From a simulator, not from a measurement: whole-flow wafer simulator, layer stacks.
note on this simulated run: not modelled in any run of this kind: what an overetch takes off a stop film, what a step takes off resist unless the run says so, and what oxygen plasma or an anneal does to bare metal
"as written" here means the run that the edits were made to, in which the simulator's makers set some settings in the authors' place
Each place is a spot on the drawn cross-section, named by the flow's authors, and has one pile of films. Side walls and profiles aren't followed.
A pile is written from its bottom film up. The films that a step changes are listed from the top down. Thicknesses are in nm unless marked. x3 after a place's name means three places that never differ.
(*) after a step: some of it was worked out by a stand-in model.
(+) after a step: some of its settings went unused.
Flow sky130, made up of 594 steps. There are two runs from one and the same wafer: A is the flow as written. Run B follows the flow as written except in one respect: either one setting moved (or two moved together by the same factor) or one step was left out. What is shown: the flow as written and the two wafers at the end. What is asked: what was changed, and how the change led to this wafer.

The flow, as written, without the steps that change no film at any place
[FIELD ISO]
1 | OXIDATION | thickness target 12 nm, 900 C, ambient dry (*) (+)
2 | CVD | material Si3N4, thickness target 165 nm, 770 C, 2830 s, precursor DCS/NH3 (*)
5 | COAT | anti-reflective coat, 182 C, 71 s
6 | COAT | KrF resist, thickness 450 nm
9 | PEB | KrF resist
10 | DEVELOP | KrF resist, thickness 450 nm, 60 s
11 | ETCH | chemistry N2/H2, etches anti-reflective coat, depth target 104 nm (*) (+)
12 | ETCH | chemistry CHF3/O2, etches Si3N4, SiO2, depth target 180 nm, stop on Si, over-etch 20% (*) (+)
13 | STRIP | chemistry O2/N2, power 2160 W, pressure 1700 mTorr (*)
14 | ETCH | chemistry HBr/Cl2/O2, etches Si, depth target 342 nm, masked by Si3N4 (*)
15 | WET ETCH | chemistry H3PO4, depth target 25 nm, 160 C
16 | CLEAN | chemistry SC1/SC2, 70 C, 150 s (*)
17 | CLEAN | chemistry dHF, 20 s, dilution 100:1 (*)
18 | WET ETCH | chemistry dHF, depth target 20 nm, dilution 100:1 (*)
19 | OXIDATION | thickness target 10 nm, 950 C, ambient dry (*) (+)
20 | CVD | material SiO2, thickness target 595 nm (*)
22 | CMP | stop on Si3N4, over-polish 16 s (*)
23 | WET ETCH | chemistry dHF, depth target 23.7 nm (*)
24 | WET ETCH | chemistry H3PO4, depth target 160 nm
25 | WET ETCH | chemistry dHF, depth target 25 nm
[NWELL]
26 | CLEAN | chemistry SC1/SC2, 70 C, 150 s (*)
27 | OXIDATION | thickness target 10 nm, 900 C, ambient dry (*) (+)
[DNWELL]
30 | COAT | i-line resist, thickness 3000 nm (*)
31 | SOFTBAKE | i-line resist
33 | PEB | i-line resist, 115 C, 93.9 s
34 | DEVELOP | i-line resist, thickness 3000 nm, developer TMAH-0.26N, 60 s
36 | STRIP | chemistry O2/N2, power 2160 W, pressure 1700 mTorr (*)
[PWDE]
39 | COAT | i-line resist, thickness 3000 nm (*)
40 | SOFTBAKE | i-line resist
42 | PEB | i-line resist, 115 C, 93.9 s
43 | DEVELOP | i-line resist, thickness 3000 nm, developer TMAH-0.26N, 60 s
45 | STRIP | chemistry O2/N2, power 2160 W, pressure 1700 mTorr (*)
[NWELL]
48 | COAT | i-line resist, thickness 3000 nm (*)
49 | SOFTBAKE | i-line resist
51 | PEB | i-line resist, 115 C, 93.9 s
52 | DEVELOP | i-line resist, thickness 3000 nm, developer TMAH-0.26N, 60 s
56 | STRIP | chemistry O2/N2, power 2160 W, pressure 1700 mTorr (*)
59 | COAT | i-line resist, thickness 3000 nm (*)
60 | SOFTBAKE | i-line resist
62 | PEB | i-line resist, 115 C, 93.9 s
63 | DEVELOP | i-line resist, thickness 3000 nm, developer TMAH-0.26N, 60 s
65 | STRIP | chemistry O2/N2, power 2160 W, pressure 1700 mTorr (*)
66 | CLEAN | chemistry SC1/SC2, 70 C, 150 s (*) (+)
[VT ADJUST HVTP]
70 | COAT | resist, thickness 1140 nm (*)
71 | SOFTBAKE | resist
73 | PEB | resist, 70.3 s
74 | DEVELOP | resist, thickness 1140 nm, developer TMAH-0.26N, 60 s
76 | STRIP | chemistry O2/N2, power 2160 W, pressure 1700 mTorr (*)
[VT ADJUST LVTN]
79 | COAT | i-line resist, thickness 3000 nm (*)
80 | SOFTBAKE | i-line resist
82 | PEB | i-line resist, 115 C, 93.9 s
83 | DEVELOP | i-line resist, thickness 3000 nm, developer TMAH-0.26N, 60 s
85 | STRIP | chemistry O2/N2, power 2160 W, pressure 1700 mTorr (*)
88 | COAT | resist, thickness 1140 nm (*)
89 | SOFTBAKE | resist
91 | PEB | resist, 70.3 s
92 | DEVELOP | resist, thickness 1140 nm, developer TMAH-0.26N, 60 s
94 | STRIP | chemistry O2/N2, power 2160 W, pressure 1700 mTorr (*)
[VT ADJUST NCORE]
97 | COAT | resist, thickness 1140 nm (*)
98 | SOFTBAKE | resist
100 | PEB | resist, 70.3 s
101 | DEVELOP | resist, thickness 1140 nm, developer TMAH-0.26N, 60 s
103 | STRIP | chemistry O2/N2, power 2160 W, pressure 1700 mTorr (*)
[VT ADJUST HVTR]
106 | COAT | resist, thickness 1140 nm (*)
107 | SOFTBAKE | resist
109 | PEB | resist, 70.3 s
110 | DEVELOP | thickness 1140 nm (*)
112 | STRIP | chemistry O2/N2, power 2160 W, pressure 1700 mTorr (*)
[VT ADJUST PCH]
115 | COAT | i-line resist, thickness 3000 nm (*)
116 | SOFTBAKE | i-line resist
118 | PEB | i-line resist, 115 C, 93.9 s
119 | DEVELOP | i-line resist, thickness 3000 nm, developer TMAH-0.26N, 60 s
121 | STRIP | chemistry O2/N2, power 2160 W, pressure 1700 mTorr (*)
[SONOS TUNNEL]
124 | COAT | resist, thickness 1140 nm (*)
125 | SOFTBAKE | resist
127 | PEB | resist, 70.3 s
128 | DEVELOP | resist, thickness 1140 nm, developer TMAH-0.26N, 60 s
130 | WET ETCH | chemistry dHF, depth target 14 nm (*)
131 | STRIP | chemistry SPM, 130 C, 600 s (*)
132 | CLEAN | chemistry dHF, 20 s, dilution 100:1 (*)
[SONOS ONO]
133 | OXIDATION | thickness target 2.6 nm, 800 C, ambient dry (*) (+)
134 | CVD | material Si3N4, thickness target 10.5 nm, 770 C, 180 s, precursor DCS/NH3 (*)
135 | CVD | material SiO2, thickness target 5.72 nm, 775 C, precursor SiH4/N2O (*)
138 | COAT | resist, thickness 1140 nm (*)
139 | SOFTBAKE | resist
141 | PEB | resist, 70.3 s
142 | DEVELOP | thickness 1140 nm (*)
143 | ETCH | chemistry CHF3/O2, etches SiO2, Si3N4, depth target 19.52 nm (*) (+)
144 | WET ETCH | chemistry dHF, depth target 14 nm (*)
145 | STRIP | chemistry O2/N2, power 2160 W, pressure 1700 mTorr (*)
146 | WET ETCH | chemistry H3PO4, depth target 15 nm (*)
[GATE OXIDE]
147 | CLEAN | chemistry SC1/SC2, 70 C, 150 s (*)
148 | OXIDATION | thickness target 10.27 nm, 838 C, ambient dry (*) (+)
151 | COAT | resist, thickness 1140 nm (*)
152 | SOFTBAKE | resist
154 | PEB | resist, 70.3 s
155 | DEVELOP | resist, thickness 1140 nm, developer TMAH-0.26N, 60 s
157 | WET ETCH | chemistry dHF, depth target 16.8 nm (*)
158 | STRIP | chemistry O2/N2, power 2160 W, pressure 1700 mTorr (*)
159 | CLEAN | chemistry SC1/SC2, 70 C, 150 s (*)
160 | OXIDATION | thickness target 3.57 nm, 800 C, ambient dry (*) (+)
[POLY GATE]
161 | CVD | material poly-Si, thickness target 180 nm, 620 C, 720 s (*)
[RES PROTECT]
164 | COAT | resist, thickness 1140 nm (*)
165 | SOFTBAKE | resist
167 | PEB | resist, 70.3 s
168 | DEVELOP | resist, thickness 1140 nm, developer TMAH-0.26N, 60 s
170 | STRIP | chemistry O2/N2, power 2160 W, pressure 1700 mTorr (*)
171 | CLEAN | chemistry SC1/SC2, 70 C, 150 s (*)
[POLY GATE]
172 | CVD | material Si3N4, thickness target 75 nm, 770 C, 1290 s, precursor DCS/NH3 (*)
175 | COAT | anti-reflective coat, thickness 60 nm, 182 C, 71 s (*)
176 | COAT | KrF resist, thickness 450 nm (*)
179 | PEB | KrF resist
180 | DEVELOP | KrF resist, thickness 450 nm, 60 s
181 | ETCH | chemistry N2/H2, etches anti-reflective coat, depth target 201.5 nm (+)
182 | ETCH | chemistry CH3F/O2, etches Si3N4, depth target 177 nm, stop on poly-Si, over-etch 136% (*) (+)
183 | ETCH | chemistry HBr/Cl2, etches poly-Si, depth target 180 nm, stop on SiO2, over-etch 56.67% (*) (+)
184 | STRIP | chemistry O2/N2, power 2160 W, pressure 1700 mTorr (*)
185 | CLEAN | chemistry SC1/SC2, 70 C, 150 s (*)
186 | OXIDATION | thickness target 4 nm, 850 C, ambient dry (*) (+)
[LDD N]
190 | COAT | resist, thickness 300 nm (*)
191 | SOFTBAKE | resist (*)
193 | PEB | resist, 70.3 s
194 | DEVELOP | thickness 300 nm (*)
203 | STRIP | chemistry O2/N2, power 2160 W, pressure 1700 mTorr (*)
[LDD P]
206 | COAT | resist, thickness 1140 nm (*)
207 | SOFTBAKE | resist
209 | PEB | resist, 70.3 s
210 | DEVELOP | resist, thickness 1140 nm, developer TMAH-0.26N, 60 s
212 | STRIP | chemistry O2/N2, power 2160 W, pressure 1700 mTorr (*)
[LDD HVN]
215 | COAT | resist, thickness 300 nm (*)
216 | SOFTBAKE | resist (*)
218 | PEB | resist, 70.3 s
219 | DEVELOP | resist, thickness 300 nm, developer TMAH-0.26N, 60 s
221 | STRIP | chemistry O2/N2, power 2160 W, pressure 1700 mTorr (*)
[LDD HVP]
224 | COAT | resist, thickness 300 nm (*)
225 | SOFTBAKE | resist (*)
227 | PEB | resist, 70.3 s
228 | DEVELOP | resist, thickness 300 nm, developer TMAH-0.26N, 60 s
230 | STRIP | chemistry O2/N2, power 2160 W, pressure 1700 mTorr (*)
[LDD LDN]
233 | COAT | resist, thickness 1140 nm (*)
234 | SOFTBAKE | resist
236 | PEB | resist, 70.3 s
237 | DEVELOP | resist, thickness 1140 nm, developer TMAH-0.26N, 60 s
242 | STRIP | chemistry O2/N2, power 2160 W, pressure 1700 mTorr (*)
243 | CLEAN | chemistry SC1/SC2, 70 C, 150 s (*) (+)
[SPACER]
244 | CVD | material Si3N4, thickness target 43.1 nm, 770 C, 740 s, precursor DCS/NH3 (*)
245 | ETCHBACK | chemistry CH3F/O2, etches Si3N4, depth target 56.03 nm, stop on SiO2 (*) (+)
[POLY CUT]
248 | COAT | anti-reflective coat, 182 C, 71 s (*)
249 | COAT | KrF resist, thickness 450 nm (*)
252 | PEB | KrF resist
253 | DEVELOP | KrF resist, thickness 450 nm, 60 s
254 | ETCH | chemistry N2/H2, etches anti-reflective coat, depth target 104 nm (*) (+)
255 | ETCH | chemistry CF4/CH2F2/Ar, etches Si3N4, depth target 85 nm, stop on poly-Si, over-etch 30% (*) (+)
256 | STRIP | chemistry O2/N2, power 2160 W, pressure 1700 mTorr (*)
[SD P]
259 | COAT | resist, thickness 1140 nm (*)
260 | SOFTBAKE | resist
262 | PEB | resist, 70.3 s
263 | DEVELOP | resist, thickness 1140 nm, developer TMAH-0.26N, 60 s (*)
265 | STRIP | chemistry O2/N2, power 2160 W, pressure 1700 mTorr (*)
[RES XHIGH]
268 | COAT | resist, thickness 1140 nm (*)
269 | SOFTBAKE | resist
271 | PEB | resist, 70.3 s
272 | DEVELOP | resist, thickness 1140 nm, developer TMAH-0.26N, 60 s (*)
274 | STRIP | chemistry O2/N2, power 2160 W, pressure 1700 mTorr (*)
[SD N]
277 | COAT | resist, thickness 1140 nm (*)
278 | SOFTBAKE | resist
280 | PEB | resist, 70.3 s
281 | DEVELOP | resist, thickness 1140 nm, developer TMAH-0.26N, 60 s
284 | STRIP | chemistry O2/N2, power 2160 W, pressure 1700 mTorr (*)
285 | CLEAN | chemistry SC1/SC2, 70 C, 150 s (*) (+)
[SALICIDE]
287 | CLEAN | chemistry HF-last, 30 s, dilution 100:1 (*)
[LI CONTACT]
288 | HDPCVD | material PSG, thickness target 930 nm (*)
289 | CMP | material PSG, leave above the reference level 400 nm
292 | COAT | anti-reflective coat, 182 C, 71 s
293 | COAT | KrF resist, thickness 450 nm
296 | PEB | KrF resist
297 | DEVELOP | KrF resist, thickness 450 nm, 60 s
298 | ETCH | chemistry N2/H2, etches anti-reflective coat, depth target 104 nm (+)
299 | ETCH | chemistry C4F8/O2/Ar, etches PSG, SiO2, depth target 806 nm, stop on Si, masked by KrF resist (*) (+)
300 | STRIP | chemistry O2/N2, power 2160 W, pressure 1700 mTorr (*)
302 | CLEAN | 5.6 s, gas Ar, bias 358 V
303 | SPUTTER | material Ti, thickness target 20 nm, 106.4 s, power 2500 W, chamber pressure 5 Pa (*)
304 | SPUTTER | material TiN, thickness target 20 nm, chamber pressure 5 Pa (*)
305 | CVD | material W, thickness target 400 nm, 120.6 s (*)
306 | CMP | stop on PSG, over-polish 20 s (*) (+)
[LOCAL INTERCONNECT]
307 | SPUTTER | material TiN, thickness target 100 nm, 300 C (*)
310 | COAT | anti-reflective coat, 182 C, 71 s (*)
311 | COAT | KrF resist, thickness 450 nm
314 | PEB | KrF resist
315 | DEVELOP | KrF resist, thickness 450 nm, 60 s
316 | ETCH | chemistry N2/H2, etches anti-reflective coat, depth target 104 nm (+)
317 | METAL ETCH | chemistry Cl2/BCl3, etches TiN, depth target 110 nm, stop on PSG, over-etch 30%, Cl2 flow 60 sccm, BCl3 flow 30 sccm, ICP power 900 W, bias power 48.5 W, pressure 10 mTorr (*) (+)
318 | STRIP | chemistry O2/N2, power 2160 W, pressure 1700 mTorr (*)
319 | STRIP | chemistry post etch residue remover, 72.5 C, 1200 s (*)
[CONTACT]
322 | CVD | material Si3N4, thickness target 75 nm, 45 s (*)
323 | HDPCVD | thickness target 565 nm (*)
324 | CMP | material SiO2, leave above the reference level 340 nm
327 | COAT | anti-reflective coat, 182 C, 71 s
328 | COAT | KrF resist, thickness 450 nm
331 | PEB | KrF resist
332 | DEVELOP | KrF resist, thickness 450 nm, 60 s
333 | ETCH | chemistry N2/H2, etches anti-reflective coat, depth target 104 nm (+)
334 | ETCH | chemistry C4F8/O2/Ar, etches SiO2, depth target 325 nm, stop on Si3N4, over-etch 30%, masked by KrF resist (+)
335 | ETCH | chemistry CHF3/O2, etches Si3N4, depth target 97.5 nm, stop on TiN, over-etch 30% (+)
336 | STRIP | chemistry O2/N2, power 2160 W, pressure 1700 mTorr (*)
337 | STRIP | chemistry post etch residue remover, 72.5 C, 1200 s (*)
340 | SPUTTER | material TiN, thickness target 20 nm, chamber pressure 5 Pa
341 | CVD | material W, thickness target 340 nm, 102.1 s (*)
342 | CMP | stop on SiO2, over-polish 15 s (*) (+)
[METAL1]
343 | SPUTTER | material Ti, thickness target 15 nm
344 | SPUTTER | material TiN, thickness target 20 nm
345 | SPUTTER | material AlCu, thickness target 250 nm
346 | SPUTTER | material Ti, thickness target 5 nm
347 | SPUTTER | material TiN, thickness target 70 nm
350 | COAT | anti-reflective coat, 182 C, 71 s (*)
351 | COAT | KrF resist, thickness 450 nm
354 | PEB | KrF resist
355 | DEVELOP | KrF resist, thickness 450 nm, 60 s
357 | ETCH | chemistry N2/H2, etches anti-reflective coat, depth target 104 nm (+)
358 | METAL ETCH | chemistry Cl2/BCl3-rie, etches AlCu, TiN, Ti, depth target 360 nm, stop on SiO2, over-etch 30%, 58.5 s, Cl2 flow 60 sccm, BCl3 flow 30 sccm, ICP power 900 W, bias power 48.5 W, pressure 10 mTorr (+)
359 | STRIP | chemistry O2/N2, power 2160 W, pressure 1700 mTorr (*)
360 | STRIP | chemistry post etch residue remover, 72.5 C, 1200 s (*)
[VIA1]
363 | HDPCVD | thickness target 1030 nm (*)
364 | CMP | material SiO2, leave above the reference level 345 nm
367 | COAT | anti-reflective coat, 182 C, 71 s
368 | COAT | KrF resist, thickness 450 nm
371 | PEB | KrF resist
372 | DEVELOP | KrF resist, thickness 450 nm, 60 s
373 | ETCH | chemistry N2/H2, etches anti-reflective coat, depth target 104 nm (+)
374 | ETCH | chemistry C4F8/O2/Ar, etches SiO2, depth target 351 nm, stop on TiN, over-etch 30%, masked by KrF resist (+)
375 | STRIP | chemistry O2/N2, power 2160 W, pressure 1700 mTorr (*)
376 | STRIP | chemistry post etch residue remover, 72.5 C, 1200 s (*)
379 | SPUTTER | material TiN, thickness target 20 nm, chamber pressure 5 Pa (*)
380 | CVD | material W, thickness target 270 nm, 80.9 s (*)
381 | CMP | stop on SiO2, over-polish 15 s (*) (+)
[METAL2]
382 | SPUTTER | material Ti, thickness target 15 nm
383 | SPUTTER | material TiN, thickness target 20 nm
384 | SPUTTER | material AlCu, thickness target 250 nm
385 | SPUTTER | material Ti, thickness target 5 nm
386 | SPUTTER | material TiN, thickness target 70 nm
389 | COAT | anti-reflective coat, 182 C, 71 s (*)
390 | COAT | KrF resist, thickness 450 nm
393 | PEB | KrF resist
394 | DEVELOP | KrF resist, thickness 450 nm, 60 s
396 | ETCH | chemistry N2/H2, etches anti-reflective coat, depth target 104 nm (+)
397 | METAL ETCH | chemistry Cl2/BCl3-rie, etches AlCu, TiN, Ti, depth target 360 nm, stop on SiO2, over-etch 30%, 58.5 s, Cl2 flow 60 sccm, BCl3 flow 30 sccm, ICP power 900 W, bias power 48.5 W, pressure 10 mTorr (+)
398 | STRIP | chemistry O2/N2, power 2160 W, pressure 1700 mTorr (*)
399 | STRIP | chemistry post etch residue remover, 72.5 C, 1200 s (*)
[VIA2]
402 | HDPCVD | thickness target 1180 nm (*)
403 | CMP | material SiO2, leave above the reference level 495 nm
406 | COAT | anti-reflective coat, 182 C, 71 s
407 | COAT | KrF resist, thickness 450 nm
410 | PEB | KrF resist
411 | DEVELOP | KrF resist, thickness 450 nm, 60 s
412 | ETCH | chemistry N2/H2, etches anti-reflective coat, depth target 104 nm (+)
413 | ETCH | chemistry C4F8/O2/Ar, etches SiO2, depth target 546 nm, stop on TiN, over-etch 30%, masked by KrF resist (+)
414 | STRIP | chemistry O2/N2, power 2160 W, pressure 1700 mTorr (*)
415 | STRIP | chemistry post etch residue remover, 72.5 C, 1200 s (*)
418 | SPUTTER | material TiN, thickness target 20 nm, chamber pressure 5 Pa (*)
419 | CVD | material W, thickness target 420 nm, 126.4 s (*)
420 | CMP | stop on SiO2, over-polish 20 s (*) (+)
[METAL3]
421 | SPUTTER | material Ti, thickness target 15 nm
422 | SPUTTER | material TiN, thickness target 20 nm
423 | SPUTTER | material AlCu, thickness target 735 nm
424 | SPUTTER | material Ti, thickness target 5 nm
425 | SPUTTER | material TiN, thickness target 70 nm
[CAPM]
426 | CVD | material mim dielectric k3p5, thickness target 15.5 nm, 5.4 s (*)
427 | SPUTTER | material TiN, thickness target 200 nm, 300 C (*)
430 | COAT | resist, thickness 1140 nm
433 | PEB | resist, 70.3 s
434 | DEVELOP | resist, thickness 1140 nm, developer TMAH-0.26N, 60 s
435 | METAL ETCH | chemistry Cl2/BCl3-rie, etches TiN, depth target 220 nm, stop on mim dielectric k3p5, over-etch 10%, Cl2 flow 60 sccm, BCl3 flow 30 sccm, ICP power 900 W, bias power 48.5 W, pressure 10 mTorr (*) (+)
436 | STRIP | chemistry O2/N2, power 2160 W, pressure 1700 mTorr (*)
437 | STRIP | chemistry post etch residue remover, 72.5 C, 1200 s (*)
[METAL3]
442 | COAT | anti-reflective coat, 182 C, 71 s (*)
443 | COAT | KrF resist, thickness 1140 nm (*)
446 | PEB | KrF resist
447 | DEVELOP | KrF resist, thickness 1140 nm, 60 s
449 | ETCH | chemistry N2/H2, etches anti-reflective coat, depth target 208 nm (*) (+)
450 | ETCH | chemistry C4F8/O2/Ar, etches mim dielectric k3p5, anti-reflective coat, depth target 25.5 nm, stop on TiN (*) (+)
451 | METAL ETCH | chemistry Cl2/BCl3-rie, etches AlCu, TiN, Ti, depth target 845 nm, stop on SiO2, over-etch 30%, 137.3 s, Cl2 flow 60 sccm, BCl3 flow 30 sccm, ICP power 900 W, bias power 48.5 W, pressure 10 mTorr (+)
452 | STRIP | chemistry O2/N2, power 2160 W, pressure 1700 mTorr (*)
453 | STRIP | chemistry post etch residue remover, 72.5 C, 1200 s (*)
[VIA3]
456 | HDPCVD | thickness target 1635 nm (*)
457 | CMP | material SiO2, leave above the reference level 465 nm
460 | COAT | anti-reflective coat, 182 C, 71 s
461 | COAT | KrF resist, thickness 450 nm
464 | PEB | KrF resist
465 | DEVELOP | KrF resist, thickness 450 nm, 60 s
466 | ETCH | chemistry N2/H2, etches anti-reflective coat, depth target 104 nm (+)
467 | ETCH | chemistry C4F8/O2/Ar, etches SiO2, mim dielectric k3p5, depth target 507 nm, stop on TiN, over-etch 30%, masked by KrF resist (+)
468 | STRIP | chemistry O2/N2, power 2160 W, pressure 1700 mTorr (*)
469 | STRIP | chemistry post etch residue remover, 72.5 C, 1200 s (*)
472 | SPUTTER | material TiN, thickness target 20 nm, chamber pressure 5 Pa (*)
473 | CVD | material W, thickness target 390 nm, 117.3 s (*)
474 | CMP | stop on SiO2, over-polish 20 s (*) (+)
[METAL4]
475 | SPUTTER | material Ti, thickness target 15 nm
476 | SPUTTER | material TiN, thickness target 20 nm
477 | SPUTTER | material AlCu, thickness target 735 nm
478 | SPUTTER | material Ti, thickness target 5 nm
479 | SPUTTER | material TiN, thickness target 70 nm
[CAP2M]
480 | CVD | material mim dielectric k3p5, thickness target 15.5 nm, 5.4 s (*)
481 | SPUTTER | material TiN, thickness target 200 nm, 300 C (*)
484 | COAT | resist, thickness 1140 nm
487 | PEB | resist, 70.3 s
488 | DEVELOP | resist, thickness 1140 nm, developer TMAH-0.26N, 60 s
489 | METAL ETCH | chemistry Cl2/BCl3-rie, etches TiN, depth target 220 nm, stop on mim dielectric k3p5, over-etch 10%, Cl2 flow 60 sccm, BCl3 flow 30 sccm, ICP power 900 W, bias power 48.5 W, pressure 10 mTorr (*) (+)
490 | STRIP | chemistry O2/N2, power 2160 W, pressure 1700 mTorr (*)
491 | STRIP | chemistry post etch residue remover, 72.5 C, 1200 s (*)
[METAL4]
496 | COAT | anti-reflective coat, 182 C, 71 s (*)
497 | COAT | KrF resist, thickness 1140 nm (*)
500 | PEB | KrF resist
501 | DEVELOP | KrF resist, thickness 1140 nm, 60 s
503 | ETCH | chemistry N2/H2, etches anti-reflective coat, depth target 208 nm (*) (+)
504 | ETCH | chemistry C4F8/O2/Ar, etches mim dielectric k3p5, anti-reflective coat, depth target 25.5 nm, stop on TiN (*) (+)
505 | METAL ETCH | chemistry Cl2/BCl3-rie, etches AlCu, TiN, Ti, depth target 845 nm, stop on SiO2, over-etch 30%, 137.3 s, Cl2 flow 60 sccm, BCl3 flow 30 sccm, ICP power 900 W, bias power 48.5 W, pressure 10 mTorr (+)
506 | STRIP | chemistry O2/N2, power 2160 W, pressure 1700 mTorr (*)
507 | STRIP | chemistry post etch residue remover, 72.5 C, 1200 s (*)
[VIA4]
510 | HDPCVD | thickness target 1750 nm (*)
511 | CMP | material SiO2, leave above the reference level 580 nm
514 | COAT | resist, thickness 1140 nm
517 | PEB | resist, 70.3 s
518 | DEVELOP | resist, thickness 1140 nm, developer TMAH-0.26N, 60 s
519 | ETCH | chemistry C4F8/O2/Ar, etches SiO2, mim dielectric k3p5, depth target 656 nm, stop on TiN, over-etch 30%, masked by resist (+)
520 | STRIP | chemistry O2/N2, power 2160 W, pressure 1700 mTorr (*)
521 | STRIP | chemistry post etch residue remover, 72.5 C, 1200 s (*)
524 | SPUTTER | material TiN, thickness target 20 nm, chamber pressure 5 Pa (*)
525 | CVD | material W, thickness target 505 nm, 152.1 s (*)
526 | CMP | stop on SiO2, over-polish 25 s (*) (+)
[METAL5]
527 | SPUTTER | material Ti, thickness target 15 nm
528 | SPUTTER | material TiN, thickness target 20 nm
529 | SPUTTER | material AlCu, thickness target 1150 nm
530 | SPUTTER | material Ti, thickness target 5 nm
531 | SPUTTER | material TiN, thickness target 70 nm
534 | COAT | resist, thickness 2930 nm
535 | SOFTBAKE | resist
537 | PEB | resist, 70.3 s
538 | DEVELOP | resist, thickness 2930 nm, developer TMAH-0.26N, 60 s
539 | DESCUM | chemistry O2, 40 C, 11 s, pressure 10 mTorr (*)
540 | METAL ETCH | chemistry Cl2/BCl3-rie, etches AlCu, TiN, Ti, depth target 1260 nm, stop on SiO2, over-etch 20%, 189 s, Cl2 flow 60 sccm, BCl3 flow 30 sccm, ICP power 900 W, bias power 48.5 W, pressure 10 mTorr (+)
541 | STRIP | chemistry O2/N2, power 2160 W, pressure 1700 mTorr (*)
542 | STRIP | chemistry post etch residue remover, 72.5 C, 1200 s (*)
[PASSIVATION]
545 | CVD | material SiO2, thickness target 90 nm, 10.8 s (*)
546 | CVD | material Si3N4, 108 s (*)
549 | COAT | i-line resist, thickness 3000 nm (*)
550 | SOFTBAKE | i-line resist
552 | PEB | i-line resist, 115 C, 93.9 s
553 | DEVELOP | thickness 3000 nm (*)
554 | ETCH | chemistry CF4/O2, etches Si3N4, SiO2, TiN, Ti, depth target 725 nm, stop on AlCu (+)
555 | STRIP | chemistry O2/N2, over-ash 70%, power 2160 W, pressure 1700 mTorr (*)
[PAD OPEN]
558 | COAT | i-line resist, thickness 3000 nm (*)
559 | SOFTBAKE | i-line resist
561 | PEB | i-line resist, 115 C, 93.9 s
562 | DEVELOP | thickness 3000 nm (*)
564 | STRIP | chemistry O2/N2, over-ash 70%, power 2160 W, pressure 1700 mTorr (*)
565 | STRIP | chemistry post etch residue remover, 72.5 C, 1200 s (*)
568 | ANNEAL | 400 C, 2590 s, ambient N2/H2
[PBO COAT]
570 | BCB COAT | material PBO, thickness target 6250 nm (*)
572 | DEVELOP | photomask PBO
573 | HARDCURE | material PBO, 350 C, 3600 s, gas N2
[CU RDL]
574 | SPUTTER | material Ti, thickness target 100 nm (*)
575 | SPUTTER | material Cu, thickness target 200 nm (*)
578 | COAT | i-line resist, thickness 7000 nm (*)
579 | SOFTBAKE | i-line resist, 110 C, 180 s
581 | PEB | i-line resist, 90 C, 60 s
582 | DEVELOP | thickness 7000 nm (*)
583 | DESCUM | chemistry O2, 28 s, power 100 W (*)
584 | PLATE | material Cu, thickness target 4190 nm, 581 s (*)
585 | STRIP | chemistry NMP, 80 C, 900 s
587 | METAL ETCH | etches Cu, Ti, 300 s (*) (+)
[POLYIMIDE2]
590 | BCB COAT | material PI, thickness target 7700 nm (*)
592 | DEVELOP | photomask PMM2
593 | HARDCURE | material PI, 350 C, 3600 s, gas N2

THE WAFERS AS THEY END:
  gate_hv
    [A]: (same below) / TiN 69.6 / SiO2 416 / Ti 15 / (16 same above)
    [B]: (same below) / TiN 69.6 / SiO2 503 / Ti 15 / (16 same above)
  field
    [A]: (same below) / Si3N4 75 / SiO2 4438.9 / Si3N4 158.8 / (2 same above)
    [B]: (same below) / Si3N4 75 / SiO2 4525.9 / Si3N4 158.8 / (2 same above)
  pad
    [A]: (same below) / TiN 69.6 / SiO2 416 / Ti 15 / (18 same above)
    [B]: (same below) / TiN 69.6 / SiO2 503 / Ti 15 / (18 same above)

The reason: step 403, CMP: leave above the reference level 582 nm was run, though the flow has leave above the reference level 495 nm.

Step by step, how the change led to this:
  403 | CMP | material SiO2, leave above the reference level 495 nm
      n_well, p_well, gate_hv and 101 more: A -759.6 SiO2 | B -672.6 SiO2
      field, active, gate and 82 more: A -389.1 SiO2 | B -302.1 SiO2
      (as well as at 2 more places)
  413 | ETCH | chemistry C4F8/O2/Ar, etches SiO2, depth target 546 nm, stop on TiN, over-etch 30%, masked by KrF resist (+)
      m1: A -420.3 SiO2 (all of it) | B -507.3 SiO2 (all of it)
      via2_hole: A -419.8 SiO2 (all of it) | B -506.8 SiO2 (all of it)
  418 | SPUTTER | material TiN, thickness target 20 nm, chamber pressure 5 Pa (*)
      m1: A +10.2 TiN | B +9.09 TiN
      via2_hole: A +10.2 TiN | B +9.08 TiN
  419 | CVD | material W, thickness target 420 nm, 126.4 s (*)
      m1: A +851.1 W (new film) | B +939.2 W (new film)
      via2_hole: A +850.7 W (new film) | B +938.8 W (new film)
